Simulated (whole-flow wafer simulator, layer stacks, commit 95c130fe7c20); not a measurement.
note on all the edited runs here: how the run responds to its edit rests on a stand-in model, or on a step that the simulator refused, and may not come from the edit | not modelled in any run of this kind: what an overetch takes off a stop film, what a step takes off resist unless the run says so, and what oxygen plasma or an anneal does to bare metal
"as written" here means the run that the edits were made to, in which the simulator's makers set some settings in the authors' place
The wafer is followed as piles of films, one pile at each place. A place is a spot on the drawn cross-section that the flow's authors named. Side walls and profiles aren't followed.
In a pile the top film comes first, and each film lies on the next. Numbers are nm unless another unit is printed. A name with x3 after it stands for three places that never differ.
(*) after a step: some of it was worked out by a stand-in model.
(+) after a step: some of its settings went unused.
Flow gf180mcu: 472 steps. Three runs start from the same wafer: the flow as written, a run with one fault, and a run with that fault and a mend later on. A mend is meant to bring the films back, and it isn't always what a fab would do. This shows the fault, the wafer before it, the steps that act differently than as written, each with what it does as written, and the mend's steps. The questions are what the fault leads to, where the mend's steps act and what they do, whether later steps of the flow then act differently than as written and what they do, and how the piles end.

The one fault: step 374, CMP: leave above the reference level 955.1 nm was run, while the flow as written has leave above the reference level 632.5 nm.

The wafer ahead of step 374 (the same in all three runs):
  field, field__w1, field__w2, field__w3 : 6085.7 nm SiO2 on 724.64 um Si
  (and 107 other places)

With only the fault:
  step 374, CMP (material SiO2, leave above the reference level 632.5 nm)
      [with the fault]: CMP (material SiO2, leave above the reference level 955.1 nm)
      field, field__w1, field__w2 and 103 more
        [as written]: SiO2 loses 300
        [with the fault]: nothing
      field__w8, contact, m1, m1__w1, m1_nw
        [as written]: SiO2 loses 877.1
        [with the fault]: SiO2 loses 554.5
  Steps further on in the flow that do not act as written (not shown: 11 more steps that differ only slightly, by at most 2% or 0.5 nm, whichever is larger):
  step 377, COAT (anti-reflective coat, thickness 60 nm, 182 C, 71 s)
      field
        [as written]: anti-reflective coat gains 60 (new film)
        [with the fault]: anti-reflective coat gains 68.9 (new film)
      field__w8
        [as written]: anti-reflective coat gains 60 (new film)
        [with the fault]: anti-reflective coat gains 47 (new film)
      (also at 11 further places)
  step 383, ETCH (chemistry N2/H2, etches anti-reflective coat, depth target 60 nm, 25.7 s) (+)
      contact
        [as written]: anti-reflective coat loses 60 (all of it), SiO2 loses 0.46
        [with the fault]: anti-reflective coat loses 47.2 (all of it), SiO2 loses 0.79
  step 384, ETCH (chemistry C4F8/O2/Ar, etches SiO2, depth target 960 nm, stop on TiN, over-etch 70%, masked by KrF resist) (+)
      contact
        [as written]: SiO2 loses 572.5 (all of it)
        [with the fault]: SiO2 loses 894.7 (all of it)
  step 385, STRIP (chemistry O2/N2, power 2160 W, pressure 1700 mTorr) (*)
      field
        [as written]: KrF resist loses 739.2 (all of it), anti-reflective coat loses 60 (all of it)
        [with the fault]: KrF resist loses 734.6 (all of it), anti-reflective coat loses 68.9 (all of it)
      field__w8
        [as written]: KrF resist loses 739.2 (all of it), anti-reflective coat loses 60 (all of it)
        [with the fault]: KrF resist loses 737.1 (all of it), anti-reflective coat loses 47 (all of it)
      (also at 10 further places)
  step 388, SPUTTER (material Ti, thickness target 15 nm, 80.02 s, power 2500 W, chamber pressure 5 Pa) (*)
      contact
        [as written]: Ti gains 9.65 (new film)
        [with the fault]: Ti gains 8.11 (new film)
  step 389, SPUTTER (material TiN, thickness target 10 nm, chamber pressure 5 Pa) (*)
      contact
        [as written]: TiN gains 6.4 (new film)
        [with the fault]: TiN gains 5.38 (new film)
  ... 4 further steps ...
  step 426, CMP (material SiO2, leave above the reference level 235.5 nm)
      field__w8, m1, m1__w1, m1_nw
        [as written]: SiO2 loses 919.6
        [with the fault]: SiO2 loses 941.2
  At field, field__w1, field__w2 and 109 more, the piles at the end differ from the flow's by more than 2% or 0.5 nm, whichever is larger.
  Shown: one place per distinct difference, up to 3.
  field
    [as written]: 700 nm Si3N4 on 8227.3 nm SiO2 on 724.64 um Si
    [with the fault]: 700 nm Si3N4 on 8527.3 nm SiO2 on 724.64 um Si
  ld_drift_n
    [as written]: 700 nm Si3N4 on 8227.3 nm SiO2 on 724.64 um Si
    [with the fault]: 700 nm Si3N4 on 8527.2 nm SiO2 on 724.64 um Si
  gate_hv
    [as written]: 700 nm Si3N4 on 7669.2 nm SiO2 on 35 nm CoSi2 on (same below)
    [with the fault]: 700 nm Si3N4 on 7969.1 nm SiO2 on 35 nm CoSi2 on (same below)

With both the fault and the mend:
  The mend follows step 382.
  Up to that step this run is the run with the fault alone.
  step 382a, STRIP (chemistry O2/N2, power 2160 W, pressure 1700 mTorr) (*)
      iso_ptap_pw, iso_ntap_nw, iso_nw_fld and 33 more
        KrF resist loses 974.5 (all of it), anti-reflective coat loses 60 (all of it)
      field__w6, field__w7, field__w10 and 25 more
        KrF resist loses 974.7 (all of it), anti-reflective coat loses 60.1 (all of it)
      field__w2, field__w3, field__w12 and 10 more
        KrF resist loses 974.8 (all of it), anti-reflective coat loses 60.1 (all of it)
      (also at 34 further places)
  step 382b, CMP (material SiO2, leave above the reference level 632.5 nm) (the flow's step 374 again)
      field, field__w1, field__w2 and 103 more
        SiO2 loses 300
      field__w8, contact, m1, m1__w1, m1_nw
        SiO2 loses 322.6
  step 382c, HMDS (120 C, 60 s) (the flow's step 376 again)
      does not change any film at any place that is followed
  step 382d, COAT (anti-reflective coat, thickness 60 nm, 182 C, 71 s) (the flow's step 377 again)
      field, field__w1, field__w2 and 108 more
        anti-reflective coat gains 60 (new film)
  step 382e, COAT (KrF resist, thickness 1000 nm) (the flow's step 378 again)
      field, field__w1, field__w2 and 108 more
        KrF resist gains 1000 (new film)
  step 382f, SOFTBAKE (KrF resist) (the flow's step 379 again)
      does not change any film at any place that is followed
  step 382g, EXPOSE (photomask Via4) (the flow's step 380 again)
      does not change any film at any place that is followed
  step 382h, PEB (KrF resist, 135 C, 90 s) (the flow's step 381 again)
      field, field__w1, field__w2 and 108 more
        KrF resist loses 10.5
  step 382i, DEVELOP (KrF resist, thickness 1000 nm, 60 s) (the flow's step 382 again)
      field, field__w1, field__w2 and 107 more
        KrF resist loses 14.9
      contact
        KrF resist loses 989.5 (all of it)
  Every later step of the flow that is run acts as written at every place that is followed.
  At every place that both follow, the piles at the end match the flow's.
